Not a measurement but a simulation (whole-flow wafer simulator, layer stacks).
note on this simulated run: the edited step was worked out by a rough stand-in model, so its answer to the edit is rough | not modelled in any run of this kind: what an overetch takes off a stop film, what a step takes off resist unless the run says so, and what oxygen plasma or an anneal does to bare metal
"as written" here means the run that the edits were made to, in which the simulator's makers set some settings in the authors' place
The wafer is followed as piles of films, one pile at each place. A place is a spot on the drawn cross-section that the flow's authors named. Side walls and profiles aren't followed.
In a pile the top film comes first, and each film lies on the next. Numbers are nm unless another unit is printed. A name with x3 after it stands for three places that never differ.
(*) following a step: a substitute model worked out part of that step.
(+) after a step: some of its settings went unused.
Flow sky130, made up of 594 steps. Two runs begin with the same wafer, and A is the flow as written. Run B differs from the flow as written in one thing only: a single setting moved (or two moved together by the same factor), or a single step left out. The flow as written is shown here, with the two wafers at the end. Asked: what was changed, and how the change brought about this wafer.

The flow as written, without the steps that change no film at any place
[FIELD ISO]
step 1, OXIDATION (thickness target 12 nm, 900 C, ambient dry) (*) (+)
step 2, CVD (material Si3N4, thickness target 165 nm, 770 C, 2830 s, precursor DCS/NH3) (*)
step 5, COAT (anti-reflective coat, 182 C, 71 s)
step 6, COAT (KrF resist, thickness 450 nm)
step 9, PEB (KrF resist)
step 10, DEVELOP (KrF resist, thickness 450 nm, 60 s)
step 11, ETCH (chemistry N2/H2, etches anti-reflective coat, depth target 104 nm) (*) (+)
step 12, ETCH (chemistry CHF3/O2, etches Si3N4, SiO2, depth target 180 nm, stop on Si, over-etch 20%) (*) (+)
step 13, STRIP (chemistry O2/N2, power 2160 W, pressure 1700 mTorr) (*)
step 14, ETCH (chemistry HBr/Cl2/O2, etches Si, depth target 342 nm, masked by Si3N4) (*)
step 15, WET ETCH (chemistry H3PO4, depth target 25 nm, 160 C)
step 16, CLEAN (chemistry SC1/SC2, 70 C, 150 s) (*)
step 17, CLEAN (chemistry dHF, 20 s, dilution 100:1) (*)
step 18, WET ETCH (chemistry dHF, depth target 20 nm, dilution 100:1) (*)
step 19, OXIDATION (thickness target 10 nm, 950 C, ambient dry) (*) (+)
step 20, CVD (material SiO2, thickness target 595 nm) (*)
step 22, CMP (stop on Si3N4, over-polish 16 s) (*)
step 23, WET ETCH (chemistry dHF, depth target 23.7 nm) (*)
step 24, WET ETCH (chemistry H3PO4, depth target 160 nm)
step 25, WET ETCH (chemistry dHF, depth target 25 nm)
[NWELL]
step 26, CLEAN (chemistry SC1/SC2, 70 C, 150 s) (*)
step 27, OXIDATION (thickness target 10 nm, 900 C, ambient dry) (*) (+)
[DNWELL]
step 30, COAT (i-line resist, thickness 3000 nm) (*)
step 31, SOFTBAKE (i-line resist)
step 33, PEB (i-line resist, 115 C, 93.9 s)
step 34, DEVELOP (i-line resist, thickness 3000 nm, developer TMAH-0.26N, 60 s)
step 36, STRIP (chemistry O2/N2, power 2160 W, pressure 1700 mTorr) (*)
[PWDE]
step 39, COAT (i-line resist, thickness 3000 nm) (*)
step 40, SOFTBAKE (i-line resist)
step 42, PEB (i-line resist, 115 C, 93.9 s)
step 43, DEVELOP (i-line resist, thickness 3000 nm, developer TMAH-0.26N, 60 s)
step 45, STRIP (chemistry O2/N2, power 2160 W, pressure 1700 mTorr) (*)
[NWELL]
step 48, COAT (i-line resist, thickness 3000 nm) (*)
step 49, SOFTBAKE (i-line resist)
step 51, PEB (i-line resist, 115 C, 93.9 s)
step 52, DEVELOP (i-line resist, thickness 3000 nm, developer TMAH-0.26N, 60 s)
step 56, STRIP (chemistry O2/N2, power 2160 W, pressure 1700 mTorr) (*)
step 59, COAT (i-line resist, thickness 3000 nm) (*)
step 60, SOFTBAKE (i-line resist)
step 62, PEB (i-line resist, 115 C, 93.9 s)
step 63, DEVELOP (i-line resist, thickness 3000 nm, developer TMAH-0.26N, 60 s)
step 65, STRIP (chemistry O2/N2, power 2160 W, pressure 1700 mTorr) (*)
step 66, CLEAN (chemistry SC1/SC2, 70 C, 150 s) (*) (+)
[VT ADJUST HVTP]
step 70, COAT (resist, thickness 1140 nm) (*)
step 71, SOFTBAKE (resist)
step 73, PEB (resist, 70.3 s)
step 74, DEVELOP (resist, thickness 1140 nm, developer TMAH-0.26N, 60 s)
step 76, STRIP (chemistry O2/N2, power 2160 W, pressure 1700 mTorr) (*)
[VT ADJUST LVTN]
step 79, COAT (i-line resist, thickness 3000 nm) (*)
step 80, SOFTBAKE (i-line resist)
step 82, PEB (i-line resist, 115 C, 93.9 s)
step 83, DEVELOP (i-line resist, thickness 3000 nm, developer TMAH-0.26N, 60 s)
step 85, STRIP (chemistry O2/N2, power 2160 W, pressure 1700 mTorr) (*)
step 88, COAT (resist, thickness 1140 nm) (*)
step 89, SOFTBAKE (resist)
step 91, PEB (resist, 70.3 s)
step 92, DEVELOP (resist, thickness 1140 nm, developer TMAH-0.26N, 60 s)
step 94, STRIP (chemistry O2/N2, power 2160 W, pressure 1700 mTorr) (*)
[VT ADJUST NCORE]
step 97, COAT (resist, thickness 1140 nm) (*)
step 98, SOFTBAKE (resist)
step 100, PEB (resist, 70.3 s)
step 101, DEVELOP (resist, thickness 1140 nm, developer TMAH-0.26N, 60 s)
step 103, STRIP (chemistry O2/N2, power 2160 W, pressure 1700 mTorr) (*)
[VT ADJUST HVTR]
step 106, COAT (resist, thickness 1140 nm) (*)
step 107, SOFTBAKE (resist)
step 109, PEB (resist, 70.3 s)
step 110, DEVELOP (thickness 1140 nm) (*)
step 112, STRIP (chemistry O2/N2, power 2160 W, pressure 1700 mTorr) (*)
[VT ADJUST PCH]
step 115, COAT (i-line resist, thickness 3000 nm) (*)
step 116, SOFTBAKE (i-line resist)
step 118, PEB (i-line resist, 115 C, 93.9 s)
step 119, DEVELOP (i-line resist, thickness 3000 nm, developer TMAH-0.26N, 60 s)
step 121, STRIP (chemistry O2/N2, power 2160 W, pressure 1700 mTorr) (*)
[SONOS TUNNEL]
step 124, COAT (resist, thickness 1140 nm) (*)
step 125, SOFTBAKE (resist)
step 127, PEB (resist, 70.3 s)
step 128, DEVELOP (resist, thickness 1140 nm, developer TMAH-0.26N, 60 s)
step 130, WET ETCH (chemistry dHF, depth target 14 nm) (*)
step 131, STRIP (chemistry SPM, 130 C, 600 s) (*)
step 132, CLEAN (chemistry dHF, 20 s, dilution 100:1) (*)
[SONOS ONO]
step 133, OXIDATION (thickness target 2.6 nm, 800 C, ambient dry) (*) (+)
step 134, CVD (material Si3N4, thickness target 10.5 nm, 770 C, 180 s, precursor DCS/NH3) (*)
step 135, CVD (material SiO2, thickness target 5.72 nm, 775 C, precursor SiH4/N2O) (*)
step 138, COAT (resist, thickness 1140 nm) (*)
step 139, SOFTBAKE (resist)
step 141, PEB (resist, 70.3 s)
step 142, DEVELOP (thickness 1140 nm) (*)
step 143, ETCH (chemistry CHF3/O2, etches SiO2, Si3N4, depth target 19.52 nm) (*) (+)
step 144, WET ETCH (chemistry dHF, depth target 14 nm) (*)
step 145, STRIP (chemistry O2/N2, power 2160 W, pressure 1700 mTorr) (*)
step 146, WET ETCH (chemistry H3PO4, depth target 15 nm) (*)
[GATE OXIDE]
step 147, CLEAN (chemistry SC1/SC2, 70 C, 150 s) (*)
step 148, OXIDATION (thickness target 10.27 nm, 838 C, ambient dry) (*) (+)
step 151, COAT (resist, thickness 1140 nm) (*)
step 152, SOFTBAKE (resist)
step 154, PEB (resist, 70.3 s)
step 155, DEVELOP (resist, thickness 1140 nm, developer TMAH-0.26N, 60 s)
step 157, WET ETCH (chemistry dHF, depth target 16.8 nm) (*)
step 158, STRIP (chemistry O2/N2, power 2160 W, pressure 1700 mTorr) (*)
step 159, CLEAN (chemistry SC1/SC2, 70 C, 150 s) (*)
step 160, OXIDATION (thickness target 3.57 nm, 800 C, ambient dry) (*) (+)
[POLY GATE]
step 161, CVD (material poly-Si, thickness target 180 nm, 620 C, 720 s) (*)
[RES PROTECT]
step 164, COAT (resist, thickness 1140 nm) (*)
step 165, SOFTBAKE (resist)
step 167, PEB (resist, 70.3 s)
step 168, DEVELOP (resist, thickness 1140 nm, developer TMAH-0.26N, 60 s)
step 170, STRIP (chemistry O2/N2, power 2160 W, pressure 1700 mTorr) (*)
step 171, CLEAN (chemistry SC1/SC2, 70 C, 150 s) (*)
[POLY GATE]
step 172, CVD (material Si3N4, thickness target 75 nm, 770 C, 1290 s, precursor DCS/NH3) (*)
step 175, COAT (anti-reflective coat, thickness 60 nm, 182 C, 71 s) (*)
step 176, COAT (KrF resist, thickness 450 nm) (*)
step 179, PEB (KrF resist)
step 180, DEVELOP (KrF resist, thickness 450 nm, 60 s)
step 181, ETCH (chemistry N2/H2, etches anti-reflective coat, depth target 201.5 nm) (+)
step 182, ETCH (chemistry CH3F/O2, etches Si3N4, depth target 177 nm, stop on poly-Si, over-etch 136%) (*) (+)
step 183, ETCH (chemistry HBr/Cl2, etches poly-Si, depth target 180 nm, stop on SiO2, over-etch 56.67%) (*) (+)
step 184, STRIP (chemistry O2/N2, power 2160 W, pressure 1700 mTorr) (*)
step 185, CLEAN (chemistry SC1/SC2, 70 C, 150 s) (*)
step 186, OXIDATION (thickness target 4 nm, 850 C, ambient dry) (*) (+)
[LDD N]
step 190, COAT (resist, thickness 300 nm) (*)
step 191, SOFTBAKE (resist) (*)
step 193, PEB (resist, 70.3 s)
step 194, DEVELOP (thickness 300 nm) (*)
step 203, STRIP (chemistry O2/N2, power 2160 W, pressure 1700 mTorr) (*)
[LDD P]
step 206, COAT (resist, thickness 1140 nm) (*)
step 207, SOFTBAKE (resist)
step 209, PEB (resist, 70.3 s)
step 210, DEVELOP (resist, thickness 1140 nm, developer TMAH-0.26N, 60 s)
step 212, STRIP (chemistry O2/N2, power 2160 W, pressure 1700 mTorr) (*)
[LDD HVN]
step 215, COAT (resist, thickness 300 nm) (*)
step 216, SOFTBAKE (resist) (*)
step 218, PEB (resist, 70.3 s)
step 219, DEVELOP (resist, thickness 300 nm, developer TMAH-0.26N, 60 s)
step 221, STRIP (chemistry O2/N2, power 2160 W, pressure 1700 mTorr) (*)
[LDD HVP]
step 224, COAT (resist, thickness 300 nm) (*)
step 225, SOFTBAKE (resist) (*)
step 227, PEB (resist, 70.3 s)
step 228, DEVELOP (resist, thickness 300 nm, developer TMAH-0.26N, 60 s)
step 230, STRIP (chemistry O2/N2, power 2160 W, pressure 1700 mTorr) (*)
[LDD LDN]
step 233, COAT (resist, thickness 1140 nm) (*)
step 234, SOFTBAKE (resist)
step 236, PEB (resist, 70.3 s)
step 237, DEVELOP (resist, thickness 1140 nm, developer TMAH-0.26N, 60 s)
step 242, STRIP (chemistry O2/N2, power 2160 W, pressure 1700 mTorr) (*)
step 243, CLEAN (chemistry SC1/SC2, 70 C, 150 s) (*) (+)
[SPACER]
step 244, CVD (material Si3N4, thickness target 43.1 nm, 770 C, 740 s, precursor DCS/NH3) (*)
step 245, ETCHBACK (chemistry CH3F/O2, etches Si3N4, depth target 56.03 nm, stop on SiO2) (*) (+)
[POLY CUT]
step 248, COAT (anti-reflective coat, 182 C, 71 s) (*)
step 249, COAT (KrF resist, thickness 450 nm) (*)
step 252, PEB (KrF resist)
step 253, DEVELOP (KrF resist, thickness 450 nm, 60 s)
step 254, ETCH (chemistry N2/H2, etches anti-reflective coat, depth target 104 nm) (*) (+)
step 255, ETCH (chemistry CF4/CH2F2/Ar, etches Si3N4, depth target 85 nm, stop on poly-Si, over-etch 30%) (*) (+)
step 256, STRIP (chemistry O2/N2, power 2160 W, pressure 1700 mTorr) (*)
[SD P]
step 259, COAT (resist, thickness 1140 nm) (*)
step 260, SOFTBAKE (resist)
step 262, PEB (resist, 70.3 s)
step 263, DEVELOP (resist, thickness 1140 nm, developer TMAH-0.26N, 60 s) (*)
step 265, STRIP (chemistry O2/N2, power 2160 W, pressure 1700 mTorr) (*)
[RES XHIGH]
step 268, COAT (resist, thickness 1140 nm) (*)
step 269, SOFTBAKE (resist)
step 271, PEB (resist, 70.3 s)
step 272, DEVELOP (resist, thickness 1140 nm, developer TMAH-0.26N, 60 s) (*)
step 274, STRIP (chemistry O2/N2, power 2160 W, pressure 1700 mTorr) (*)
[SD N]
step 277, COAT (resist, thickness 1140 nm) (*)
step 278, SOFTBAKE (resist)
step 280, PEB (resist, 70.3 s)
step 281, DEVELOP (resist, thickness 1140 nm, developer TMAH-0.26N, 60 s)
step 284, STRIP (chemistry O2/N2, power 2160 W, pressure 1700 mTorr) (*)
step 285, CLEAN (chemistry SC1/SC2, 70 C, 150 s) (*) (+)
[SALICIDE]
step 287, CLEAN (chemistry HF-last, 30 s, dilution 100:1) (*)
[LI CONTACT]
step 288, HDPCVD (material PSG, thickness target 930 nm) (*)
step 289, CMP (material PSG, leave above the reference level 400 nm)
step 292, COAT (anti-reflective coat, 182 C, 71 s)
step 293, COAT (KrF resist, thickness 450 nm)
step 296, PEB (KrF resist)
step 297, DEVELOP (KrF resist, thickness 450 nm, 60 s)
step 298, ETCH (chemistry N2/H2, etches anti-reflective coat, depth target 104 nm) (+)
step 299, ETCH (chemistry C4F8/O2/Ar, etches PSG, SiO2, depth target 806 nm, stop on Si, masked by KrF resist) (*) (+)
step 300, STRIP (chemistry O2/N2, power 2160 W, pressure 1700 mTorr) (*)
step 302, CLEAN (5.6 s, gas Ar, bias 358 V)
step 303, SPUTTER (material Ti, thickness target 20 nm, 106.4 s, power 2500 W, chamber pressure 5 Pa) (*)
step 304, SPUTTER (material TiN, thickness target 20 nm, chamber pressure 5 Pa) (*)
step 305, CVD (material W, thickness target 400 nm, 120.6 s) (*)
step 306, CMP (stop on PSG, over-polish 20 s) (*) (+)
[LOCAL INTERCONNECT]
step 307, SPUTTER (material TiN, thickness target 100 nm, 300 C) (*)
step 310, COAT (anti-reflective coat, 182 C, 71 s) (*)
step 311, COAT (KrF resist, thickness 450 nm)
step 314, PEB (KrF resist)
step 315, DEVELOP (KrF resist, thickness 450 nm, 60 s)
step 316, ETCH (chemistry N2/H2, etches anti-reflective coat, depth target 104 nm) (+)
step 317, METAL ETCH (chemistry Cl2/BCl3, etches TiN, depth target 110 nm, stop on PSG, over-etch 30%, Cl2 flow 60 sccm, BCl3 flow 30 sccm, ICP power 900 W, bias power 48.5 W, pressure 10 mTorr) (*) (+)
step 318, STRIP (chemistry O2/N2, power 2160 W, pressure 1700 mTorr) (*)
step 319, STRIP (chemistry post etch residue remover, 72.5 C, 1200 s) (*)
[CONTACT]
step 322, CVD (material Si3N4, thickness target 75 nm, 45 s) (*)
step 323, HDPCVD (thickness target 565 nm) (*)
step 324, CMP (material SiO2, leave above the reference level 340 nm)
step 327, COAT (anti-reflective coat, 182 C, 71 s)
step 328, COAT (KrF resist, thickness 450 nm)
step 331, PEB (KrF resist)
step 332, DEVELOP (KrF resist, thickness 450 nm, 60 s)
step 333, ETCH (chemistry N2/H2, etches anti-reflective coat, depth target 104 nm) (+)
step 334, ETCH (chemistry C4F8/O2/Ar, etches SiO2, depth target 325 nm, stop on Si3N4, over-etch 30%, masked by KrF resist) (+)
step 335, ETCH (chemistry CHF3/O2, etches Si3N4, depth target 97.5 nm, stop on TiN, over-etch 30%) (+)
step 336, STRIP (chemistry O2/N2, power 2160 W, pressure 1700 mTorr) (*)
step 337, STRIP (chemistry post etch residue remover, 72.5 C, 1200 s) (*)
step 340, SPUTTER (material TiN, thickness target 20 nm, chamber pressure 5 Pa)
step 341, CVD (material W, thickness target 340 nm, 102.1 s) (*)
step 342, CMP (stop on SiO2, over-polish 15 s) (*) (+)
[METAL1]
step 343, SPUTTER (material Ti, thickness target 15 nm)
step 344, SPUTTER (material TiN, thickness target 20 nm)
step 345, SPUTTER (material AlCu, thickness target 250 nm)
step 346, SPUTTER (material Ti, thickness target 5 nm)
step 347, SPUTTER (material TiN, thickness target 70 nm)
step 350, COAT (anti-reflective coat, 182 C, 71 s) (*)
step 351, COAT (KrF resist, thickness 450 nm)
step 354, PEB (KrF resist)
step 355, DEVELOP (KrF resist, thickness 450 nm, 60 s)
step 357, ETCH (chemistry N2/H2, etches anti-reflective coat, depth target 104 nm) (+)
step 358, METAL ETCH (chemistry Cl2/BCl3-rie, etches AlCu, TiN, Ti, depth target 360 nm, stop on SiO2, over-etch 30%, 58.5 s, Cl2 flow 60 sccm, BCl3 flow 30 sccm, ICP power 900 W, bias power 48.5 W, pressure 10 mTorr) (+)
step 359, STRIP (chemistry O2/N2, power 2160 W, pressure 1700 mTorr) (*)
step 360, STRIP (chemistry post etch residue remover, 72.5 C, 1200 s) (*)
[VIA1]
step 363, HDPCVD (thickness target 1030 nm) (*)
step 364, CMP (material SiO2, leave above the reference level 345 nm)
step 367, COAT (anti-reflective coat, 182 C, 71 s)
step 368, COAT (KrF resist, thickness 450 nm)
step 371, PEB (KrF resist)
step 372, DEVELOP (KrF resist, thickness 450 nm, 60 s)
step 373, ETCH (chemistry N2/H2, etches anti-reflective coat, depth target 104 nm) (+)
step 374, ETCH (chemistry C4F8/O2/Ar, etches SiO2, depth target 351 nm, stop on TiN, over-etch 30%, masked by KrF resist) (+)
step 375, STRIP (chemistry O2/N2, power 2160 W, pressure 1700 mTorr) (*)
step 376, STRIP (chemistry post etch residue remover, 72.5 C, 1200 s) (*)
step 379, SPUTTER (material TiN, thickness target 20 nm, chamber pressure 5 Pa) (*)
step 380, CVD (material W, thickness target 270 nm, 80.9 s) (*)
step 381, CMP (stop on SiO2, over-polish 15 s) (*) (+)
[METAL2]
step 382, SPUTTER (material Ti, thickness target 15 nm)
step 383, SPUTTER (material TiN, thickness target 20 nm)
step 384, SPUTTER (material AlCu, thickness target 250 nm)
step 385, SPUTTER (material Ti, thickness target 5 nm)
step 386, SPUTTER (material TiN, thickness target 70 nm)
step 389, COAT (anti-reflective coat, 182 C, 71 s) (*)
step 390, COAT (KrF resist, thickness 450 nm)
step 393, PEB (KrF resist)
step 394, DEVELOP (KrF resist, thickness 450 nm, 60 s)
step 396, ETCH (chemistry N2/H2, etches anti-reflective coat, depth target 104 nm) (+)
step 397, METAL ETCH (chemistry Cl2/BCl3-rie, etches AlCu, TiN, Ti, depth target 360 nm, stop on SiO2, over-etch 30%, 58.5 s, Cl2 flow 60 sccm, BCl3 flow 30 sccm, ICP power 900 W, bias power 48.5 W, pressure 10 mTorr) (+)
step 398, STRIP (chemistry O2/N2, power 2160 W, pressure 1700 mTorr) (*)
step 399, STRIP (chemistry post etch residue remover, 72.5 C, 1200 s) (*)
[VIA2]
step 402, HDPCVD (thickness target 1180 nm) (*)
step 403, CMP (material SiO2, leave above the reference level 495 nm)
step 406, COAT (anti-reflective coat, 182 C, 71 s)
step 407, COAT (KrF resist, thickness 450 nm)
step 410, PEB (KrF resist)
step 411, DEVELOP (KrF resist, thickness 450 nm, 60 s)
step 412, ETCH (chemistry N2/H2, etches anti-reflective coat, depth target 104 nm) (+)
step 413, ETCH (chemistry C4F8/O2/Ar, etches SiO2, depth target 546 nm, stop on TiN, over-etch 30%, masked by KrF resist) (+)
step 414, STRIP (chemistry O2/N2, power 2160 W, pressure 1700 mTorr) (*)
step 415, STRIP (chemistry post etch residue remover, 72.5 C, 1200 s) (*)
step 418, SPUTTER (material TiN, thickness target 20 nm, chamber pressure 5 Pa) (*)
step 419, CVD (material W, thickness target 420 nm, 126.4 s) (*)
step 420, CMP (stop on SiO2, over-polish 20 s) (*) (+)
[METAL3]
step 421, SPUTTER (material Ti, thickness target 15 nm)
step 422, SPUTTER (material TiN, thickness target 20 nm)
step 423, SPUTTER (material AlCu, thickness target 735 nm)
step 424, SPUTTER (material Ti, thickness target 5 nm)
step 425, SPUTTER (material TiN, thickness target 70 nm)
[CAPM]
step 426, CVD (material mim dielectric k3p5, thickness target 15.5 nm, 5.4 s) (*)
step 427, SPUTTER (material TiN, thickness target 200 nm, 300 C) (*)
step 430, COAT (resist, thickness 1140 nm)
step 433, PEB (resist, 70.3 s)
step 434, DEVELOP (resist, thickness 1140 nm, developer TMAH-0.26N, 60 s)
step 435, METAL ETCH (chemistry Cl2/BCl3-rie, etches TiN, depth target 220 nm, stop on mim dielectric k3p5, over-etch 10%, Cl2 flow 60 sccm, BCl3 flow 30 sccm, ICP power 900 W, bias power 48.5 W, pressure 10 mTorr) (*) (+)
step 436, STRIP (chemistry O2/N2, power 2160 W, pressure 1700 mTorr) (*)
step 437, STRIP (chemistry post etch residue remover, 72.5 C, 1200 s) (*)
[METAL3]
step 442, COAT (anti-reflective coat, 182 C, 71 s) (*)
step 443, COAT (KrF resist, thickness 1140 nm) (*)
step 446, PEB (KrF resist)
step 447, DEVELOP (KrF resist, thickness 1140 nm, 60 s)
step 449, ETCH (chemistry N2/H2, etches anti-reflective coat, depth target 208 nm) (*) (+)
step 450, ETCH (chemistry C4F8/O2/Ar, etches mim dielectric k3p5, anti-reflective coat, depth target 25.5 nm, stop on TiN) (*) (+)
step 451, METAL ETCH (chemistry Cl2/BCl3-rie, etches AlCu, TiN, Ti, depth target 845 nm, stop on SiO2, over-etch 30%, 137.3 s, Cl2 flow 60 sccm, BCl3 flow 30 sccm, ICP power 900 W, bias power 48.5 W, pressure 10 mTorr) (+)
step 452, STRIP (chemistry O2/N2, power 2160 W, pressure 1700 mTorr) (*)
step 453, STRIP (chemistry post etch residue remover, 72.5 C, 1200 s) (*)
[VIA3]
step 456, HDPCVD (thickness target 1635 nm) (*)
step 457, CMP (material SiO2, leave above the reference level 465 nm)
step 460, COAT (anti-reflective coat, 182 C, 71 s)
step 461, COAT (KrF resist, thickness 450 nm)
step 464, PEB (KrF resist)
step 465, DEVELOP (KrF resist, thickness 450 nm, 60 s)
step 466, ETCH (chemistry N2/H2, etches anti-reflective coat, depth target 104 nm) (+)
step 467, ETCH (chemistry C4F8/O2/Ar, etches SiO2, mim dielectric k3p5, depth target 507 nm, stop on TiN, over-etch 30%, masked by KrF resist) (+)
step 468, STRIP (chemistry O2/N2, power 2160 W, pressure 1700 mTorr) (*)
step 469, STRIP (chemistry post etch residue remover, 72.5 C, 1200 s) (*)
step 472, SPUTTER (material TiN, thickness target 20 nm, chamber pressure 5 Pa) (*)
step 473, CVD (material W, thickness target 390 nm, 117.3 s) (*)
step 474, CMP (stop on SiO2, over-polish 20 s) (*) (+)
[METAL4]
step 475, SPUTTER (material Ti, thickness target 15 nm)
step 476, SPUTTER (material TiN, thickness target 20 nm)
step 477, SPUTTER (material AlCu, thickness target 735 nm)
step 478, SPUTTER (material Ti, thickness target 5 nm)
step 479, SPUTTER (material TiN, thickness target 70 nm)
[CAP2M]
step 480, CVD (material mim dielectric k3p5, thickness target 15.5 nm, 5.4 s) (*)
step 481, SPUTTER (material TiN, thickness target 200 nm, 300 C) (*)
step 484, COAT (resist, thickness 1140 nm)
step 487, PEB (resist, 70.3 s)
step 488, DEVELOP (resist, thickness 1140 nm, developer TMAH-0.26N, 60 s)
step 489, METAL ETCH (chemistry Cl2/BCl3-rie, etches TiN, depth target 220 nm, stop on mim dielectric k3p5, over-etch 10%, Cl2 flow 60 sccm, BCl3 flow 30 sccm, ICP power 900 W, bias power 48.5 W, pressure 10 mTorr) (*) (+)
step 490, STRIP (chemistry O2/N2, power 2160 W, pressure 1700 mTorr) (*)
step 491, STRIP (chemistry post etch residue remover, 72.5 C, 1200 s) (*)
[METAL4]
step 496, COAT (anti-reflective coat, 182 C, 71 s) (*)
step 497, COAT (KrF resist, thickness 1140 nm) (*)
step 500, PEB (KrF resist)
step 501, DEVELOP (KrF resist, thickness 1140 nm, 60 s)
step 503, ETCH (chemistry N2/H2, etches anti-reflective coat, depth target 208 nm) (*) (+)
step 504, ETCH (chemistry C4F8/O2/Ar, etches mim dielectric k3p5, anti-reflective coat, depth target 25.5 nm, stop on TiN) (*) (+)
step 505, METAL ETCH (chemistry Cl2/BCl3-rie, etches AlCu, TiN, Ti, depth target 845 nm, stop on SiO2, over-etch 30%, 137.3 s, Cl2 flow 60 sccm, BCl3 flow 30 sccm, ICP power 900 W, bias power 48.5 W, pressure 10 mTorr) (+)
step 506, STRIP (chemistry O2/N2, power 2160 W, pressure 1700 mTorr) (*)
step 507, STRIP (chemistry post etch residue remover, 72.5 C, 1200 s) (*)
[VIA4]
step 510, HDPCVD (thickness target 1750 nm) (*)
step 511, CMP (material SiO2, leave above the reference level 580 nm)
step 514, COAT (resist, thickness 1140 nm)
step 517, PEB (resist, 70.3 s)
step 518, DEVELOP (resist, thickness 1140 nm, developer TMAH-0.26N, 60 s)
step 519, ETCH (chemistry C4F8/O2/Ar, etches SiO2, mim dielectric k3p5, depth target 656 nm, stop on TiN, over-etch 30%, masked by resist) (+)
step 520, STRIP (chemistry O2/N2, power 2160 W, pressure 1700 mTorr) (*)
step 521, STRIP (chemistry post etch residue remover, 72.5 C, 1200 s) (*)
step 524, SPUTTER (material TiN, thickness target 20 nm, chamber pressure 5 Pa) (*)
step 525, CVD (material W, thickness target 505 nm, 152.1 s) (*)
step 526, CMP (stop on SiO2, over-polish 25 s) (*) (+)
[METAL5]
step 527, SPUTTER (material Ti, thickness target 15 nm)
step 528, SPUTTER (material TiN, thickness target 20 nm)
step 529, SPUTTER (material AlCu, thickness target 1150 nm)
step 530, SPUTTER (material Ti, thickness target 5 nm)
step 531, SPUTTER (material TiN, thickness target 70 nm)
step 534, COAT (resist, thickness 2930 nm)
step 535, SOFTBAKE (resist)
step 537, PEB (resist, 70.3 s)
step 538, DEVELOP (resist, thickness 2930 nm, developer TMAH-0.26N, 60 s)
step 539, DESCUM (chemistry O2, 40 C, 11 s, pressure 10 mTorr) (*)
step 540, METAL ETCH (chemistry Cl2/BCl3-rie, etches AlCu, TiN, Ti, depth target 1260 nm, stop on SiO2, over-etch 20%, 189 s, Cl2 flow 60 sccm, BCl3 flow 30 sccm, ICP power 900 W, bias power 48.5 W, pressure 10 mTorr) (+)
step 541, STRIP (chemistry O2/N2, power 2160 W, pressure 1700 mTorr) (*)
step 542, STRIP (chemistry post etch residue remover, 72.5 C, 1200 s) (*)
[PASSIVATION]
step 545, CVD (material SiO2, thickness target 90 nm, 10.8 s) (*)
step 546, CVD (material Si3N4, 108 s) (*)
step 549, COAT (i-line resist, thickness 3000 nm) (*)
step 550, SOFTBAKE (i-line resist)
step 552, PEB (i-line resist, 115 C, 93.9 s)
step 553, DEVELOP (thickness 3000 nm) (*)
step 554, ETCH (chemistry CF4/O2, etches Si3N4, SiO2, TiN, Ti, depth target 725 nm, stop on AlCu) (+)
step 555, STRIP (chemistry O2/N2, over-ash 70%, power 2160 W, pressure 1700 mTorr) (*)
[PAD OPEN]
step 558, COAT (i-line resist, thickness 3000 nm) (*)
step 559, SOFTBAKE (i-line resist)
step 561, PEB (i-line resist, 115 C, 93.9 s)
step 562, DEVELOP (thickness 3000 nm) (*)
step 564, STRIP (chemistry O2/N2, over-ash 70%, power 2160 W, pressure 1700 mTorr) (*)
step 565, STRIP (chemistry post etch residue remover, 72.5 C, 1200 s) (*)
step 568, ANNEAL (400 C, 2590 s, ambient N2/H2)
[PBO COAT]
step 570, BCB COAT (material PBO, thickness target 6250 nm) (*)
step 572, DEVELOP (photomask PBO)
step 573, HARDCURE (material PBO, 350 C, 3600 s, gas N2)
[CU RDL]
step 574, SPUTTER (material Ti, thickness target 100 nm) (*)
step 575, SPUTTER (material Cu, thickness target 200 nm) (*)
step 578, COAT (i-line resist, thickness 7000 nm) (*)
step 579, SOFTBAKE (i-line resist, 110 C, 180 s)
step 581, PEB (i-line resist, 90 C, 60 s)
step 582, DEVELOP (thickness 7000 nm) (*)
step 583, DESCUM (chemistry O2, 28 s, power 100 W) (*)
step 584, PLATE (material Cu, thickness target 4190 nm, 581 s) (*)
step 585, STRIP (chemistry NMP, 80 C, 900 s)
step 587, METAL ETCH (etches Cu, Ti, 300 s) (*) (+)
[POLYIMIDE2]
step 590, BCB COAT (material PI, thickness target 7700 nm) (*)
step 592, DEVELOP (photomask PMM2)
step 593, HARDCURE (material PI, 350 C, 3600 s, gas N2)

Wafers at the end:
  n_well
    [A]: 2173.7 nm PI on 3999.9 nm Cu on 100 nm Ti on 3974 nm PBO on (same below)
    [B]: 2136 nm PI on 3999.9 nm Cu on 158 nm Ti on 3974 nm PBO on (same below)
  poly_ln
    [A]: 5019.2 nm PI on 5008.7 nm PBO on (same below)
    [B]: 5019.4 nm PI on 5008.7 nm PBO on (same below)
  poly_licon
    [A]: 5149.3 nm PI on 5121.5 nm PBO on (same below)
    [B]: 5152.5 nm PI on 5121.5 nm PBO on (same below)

The reason: step 574, SPUTTER: thickness target 158 nm was run, while the flow as written has thickness target 100 nm.
The wafer itself shows it: n_well has Ti 158, and step 574 as written asks for 100 nm.

The path from the change to this, step by step:
  step 574, SPUTTER (material Ti, thickness target 100 nm) (*)
      field, active, n_well and 190 more: A Ti gains 100 (new film) | B Ti gains 158 (new film)
  step 587, METAL ETCH (etches Cu, Ti, 300 s) (*) (+)
      field, active, gate and 167 more: A Cu loses 200 (all of it), Ti loses 100 (all of it) | B Cu loses 200 (all of it), Ti loses 158 (all of it)
  step 590, BCB COAT (material PI, thickness target 7700 nm) (*)
      de16_gate_nw: A PI gains 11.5 um (new film) | B PI gains 11.56 um (new film)
